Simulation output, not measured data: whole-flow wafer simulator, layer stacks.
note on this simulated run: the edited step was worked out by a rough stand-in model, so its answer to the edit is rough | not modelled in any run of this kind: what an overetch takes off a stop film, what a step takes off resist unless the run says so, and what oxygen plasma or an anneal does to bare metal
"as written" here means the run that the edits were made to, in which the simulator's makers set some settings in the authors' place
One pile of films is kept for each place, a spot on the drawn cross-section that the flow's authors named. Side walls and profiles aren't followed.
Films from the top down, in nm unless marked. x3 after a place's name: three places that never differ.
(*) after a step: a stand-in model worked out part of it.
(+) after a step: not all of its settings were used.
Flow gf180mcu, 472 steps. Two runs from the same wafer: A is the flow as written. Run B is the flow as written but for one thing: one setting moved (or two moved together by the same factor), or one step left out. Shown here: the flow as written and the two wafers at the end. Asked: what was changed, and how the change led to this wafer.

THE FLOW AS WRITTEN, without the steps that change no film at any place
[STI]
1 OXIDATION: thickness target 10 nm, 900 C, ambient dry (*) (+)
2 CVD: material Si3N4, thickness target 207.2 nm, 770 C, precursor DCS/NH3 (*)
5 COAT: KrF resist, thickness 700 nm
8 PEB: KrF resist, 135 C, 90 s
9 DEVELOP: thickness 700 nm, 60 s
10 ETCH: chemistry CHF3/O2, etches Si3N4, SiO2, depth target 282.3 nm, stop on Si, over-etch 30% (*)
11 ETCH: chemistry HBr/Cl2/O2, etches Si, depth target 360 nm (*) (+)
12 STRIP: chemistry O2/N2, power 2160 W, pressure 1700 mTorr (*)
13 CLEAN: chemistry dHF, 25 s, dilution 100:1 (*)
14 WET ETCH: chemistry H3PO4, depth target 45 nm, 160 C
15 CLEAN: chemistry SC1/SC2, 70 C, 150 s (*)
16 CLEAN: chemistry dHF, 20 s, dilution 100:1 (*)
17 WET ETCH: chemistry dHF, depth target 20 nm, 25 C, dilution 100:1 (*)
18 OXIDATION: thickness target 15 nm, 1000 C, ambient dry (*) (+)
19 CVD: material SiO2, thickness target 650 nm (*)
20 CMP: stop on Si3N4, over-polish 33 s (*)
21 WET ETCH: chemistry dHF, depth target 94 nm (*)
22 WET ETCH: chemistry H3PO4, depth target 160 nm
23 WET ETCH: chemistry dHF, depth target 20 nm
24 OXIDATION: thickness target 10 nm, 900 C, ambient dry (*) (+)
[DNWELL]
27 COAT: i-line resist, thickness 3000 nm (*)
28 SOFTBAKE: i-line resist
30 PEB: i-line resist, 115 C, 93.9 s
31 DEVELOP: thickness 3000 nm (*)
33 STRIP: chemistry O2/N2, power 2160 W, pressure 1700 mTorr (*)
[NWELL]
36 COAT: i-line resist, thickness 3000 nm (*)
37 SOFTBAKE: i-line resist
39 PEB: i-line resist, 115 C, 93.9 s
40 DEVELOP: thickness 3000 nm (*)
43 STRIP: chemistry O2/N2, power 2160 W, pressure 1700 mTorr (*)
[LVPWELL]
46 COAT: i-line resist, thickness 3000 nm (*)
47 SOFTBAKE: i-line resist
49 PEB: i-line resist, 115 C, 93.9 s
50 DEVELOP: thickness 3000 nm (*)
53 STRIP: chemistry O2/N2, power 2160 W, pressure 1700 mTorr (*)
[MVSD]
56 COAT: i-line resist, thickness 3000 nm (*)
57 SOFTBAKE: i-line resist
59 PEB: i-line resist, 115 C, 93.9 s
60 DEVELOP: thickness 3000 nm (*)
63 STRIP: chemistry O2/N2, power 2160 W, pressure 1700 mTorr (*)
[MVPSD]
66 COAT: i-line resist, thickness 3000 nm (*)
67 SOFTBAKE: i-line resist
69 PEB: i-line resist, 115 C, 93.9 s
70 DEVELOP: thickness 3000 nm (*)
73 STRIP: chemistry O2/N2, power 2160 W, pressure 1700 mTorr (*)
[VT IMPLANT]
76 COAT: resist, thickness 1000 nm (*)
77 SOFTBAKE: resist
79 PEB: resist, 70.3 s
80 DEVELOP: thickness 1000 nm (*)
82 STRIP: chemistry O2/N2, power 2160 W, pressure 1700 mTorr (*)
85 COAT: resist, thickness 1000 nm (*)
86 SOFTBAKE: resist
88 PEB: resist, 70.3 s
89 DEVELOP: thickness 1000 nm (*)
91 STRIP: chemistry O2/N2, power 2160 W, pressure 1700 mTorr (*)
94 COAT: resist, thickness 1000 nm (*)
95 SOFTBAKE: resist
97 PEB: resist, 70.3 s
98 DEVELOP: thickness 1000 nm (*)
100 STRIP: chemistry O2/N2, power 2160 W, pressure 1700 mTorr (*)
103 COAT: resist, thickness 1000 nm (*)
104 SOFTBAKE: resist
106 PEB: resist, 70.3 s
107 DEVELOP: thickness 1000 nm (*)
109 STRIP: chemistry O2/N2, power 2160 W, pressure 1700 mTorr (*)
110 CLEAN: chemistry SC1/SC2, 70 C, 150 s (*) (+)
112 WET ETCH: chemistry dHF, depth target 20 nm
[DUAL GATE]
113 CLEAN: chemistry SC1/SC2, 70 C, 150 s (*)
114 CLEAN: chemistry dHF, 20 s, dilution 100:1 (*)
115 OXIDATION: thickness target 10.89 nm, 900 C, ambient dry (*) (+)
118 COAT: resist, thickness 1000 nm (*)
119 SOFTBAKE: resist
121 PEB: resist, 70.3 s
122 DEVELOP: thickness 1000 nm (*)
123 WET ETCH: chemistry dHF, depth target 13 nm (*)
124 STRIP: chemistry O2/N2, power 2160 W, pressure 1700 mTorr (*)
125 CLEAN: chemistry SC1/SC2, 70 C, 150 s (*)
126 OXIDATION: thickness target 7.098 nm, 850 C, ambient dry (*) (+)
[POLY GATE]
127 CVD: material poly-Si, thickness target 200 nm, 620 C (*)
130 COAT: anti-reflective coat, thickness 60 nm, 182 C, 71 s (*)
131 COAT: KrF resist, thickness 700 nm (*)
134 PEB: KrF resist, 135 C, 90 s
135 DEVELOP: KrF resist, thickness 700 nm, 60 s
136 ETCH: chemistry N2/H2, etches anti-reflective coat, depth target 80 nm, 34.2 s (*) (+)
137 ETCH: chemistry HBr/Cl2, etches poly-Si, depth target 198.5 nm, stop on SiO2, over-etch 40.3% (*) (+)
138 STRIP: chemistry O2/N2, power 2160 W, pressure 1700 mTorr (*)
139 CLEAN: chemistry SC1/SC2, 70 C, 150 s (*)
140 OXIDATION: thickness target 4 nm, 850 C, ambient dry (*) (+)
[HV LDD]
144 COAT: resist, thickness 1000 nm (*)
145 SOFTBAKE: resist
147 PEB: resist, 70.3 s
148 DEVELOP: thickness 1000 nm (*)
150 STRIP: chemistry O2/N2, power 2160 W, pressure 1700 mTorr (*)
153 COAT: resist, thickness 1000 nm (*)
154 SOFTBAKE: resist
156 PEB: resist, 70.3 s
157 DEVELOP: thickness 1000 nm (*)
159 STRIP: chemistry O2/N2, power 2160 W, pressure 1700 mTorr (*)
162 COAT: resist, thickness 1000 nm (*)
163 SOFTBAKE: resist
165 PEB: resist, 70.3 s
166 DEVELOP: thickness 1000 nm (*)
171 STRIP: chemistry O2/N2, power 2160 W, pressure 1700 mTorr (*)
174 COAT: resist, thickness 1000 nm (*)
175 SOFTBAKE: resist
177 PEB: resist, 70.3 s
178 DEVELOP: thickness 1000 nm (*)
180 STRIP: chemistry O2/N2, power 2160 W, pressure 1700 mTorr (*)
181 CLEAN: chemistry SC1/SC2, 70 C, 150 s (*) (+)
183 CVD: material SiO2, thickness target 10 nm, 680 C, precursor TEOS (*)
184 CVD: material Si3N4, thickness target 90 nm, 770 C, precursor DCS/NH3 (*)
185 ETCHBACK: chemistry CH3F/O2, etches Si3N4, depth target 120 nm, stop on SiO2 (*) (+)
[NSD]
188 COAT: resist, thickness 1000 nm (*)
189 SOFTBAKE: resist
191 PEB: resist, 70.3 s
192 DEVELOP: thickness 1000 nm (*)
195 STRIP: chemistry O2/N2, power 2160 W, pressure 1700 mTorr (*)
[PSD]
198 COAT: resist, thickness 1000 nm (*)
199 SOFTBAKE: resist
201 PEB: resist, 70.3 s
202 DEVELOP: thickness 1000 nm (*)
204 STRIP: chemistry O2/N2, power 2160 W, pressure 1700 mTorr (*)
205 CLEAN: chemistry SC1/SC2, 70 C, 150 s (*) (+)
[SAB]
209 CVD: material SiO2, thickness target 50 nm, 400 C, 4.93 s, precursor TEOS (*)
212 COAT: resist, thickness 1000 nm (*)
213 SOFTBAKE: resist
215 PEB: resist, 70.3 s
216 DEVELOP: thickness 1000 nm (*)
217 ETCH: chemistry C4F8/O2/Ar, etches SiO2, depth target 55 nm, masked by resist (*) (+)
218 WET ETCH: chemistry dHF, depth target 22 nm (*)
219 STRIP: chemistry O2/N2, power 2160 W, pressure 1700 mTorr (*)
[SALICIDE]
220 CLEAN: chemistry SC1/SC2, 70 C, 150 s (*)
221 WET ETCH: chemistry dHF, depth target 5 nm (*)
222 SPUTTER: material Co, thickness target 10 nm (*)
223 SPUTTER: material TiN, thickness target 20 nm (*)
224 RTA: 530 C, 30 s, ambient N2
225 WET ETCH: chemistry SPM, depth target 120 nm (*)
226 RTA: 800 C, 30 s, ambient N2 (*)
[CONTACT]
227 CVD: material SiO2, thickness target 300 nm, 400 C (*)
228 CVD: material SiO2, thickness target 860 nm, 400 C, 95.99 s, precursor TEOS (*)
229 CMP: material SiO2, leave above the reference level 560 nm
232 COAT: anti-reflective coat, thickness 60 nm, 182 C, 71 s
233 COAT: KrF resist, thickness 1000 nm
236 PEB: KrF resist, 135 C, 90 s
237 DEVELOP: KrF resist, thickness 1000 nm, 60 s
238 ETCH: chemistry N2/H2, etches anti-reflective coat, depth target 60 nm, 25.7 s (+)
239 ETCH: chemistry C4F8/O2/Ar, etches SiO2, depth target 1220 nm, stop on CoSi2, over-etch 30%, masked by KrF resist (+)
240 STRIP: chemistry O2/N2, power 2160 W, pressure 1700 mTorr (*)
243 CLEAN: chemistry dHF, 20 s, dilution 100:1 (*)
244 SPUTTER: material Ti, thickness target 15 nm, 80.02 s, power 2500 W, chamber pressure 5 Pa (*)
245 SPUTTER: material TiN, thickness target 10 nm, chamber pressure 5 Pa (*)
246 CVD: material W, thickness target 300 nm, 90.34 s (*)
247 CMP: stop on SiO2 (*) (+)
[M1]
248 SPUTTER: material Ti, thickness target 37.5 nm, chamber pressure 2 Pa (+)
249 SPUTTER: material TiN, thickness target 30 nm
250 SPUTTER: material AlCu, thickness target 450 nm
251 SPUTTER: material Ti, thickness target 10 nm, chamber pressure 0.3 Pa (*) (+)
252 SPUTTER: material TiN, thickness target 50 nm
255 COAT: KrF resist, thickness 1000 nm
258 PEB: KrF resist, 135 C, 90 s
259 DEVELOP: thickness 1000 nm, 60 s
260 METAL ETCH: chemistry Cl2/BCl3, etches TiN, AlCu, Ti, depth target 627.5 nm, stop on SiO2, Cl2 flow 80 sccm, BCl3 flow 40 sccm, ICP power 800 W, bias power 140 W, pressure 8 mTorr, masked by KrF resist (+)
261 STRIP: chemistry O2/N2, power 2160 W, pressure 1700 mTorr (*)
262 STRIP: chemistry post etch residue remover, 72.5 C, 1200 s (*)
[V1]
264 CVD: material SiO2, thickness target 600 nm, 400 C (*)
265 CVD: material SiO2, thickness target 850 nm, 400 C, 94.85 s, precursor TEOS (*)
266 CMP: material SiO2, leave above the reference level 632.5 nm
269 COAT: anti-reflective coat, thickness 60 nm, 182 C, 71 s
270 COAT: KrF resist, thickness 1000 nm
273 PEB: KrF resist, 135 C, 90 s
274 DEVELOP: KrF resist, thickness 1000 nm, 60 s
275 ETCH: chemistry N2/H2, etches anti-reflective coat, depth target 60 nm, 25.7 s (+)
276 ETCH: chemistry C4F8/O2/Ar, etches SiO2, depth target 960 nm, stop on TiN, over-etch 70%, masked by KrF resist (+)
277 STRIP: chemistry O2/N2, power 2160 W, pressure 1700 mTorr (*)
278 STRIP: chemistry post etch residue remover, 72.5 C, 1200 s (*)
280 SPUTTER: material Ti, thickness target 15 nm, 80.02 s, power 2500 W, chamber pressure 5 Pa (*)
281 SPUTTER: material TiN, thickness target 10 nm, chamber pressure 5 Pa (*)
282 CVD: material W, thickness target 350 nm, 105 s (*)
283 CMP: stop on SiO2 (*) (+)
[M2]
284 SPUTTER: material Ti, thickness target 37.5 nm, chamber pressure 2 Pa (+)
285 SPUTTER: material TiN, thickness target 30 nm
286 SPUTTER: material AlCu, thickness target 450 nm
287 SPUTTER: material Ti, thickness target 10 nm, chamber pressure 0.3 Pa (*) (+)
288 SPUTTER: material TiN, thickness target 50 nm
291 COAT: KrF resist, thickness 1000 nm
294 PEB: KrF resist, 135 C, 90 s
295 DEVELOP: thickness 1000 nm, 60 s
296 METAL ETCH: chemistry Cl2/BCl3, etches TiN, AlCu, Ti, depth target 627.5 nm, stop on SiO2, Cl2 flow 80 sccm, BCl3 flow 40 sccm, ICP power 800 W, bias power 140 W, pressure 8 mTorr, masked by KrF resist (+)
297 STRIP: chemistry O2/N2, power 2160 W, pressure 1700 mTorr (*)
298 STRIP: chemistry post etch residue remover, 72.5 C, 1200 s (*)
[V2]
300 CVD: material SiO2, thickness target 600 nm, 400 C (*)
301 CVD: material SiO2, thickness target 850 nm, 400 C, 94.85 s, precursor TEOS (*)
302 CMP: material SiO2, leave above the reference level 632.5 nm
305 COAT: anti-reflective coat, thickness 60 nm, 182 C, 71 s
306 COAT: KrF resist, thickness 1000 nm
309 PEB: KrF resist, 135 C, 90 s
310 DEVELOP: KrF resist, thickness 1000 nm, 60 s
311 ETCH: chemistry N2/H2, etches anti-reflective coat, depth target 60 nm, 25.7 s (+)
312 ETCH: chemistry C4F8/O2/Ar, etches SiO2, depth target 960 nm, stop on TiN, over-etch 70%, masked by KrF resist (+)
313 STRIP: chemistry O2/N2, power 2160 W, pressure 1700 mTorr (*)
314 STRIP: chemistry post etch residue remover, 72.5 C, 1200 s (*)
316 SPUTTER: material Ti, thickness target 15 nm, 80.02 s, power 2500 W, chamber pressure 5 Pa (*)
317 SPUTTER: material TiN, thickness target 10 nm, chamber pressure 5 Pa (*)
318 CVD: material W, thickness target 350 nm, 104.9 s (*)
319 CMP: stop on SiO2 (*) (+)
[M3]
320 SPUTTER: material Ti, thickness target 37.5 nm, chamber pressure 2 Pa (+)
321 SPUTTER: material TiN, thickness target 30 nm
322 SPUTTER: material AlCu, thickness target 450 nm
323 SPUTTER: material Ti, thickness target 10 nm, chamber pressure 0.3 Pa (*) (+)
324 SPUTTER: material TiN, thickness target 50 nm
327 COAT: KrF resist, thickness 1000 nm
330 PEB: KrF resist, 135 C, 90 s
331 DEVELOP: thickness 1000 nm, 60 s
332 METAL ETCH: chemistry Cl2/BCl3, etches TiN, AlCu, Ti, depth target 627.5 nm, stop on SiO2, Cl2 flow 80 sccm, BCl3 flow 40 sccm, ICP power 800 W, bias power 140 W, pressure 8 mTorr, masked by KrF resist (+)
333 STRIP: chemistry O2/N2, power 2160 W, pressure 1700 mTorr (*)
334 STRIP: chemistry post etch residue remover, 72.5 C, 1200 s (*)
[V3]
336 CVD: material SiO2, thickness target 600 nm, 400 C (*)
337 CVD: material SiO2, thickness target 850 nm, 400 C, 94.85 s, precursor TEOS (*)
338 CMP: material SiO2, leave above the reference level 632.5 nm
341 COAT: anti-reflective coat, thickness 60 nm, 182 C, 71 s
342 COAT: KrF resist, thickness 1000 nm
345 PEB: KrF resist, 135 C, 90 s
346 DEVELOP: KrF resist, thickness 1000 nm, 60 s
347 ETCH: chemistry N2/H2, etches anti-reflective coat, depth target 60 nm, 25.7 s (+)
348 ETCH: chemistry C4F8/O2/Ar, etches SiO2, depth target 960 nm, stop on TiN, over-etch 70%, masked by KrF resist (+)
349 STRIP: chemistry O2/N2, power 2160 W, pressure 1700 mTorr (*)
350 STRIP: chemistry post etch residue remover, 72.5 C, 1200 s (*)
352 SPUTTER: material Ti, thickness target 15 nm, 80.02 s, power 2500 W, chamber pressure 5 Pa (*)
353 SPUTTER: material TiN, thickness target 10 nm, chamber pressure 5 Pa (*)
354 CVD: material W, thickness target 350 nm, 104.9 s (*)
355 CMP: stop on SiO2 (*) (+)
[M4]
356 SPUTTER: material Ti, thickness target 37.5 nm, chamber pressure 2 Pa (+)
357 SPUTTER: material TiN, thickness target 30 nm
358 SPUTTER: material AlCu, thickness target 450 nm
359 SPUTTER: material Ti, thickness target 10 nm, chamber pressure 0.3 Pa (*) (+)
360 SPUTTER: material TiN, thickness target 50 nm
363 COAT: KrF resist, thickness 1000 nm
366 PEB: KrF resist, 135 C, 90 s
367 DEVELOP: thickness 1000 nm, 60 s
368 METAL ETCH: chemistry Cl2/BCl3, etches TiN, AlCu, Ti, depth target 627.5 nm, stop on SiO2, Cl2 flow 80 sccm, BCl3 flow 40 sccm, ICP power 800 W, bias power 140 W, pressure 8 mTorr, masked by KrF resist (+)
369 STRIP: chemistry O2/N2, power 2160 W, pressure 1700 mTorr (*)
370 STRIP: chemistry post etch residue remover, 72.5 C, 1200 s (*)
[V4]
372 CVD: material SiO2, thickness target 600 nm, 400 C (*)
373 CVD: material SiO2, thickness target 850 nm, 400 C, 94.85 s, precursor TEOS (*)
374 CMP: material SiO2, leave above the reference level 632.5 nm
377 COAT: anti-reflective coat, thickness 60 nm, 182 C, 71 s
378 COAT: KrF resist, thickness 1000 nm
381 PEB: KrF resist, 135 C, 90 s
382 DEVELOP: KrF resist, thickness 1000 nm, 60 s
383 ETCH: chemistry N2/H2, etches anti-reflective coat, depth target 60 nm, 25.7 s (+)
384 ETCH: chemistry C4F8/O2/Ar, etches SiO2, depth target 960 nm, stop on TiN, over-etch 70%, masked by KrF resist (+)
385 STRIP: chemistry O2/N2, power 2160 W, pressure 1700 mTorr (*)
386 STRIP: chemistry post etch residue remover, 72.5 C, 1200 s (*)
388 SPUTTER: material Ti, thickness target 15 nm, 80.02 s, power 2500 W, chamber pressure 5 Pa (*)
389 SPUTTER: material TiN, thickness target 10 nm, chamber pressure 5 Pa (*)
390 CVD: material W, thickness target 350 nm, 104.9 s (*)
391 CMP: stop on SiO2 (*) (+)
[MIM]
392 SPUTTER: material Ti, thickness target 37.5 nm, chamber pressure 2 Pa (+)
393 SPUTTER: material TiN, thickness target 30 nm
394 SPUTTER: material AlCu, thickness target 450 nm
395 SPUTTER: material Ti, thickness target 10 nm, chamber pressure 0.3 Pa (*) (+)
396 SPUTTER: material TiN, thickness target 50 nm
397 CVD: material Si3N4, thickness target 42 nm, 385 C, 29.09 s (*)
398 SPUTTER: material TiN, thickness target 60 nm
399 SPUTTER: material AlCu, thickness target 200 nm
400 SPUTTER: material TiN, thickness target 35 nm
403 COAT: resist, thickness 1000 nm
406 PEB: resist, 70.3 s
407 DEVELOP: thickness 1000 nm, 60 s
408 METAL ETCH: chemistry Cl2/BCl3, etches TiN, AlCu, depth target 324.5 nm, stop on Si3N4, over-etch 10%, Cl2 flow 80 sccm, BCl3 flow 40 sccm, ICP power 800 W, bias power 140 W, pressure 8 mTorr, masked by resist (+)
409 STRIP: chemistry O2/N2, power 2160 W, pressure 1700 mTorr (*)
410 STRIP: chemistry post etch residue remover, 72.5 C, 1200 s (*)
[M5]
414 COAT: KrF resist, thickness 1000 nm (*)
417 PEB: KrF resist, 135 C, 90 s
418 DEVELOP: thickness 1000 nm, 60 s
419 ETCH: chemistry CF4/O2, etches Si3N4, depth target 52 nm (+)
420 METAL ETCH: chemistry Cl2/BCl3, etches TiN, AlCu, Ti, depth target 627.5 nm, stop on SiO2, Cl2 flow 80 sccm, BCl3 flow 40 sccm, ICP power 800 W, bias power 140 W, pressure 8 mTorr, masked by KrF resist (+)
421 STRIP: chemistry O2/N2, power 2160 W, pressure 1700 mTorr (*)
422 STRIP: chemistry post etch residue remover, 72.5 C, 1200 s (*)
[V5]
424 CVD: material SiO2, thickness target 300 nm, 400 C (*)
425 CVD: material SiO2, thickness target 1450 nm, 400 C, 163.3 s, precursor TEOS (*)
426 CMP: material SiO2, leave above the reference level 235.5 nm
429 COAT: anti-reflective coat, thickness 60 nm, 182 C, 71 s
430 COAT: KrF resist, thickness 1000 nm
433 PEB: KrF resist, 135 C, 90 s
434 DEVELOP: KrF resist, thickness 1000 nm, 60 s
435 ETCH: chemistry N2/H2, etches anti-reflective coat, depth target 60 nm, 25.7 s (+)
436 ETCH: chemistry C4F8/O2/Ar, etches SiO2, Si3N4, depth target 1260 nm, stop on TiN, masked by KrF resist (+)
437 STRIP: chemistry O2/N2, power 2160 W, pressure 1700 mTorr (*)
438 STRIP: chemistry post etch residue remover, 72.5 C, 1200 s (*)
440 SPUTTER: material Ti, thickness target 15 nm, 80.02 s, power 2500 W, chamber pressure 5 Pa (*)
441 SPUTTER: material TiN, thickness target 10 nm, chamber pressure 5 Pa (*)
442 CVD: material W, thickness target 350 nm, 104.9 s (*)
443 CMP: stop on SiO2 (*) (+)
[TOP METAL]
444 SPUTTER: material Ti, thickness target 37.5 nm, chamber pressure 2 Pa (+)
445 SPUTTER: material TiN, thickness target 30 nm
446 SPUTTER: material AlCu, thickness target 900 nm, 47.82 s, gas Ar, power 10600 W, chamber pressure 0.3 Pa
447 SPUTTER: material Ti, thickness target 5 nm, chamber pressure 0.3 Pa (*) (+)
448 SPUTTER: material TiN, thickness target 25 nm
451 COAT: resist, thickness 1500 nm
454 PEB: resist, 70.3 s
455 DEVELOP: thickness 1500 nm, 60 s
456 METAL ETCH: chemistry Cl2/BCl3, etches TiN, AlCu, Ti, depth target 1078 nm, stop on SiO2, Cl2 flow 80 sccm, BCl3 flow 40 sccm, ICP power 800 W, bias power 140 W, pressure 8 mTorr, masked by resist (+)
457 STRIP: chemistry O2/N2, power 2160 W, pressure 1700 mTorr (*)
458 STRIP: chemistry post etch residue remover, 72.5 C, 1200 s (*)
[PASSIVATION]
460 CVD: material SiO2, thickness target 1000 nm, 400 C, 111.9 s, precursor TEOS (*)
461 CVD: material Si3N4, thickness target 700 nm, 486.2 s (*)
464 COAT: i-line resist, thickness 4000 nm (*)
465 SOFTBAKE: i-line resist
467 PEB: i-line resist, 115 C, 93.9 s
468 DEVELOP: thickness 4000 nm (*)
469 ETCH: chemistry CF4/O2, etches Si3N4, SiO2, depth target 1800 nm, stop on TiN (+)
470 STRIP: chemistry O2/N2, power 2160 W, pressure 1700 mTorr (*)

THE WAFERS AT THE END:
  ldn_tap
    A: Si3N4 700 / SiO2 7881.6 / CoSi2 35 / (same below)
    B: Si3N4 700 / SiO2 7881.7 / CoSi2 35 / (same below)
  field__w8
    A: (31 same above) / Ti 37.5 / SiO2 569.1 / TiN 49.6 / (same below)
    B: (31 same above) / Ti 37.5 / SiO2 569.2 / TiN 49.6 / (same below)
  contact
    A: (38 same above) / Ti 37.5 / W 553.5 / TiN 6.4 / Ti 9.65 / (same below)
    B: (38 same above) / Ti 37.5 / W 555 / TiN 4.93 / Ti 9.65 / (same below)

The cause: step 281, SPUTTER: thickness target 7.7 nm was run, where the flow has thickness target 10 nm.

How the change led to this, step by step:
  281 SPUTTER: material TiN, thickness target 10 nm, chamber pressure 5 Pa (*)
      field, field__w1, field__w2 and 107 more: A TiN +10 (new film) | B TiN +7.7 (new film)
      contact: A TiN +6.4 (new film) | B TiN +4.93 (new film)
  283 CMP: stop on SiO2 (*) (+)
      field, field__w1, field__w2 and 107 more: A W -350 (all of it), TiN -10 (all of it), Ti -15 (all of it), SiO2 -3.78 | B W -350 (all of it), TiN -7.7 (all of it), Ti -15 (all of it), SiO2 -3.76
